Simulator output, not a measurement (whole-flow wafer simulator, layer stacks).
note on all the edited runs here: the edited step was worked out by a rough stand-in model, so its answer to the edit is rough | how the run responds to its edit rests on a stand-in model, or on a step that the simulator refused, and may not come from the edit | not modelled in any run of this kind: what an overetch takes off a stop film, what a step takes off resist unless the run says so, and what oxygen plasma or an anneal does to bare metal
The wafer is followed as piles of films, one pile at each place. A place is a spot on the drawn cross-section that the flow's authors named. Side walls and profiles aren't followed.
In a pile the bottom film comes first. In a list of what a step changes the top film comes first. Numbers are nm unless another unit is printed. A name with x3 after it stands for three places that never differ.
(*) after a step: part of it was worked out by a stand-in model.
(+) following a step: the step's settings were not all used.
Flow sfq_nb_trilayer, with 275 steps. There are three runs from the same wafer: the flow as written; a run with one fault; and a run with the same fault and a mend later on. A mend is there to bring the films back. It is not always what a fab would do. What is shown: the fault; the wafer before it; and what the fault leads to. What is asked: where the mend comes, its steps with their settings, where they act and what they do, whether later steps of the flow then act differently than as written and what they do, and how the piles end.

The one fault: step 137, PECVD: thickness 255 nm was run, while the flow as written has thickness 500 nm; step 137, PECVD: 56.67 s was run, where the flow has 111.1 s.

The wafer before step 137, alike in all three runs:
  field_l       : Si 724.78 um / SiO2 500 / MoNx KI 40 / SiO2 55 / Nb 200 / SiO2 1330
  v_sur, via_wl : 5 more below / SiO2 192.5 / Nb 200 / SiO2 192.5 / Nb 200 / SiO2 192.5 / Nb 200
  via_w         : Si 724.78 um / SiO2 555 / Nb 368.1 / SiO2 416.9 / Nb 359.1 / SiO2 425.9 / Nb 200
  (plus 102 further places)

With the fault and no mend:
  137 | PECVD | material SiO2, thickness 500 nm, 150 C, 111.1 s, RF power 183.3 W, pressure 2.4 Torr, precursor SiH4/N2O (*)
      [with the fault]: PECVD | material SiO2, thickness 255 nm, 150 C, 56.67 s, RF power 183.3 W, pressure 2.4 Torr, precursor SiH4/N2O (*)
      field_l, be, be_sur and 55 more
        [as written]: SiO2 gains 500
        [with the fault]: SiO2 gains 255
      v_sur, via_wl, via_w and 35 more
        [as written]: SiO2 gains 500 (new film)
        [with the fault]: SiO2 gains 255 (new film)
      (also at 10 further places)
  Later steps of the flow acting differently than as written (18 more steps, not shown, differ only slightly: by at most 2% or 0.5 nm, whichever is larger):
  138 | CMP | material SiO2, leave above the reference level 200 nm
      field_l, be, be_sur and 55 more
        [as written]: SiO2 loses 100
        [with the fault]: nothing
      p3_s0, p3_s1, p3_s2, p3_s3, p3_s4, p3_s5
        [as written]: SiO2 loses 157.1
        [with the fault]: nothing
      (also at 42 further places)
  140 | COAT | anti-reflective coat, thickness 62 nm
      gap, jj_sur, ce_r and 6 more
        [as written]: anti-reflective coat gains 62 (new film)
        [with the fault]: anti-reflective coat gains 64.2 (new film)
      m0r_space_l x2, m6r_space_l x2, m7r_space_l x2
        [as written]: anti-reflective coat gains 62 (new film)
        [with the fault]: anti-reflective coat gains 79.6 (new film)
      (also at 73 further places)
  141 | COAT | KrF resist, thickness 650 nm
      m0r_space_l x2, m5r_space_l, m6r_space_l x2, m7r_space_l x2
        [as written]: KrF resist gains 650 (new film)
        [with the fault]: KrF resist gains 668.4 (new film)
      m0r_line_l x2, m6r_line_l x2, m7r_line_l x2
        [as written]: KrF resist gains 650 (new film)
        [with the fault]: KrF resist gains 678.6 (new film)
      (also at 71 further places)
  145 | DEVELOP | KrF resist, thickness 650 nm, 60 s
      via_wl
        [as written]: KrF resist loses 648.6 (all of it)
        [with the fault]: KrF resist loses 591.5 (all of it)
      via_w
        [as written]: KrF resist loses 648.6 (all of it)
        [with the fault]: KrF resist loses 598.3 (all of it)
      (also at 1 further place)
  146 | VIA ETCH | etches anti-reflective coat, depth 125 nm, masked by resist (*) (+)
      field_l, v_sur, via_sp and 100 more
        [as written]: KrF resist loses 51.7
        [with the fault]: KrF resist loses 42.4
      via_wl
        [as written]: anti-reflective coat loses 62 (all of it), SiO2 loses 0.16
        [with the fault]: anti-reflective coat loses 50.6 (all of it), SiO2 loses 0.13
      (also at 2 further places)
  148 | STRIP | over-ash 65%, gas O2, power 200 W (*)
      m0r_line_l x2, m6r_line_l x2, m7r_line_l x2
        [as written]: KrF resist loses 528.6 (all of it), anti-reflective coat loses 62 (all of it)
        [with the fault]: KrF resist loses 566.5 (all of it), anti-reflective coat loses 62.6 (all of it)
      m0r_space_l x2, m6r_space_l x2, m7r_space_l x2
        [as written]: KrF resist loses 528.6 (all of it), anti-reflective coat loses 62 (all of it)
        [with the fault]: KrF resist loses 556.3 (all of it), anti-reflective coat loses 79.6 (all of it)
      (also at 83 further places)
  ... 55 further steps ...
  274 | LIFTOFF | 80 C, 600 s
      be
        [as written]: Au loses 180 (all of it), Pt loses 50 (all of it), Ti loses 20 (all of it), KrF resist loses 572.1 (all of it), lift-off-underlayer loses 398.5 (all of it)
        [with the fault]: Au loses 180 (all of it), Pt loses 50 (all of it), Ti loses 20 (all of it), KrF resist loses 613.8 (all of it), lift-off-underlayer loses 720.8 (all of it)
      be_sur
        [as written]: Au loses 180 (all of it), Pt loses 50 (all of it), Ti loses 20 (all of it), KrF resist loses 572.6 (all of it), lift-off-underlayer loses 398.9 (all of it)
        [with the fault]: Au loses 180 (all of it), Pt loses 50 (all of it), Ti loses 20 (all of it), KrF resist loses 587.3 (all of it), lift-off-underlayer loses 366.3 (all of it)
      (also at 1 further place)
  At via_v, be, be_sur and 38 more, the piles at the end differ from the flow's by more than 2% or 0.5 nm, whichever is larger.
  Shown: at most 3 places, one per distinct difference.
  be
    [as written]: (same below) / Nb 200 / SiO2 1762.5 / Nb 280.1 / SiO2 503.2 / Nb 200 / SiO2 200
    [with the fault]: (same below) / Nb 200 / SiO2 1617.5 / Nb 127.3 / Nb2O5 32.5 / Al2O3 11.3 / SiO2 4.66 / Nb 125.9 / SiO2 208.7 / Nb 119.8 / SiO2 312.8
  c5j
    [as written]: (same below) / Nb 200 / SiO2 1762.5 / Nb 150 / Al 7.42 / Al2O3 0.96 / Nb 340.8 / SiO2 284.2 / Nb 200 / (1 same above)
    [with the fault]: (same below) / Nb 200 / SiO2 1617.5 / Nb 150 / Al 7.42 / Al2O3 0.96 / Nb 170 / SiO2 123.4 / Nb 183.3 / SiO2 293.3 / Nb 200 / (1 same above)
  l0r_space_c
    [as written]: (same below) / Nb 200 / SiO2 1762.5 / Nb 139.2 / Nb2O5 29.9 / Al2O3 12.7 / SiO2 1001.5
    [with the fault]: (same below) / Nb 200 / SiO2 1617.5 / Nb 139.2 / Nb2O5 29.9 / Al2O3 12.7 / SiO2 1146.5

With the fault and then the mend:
  The mend stands after step 137.
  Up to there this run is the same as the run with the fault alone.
  137a | PECVD | material SiO2, thickness 245 nm, 150 C, 54.44 s, RF power 183.3 W, pressure 2.4 Torr, precursor SiH4/N2O (*) (a further turn of the flow's step 137, with different settings)
      field_l, v_sur, via_wl and 99 more
        SiO2 gains 245
      lsp_r, l0_sur, l0v
        SiO2 gains 241.2
      via_v
        SiO2 gains 267.4
  Later steps of the flow acting differently than as written:
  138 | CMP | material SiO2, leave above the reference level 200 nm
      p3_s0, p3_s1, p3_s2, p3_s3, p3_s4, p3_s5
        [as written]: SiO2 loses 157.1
        [with the mend]: SiO2 loses 100
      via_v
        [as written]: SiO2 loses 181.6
        [with the mend]: SiO2 loses 52.9
  At every place that both follow, the piles at the end match the flow's.
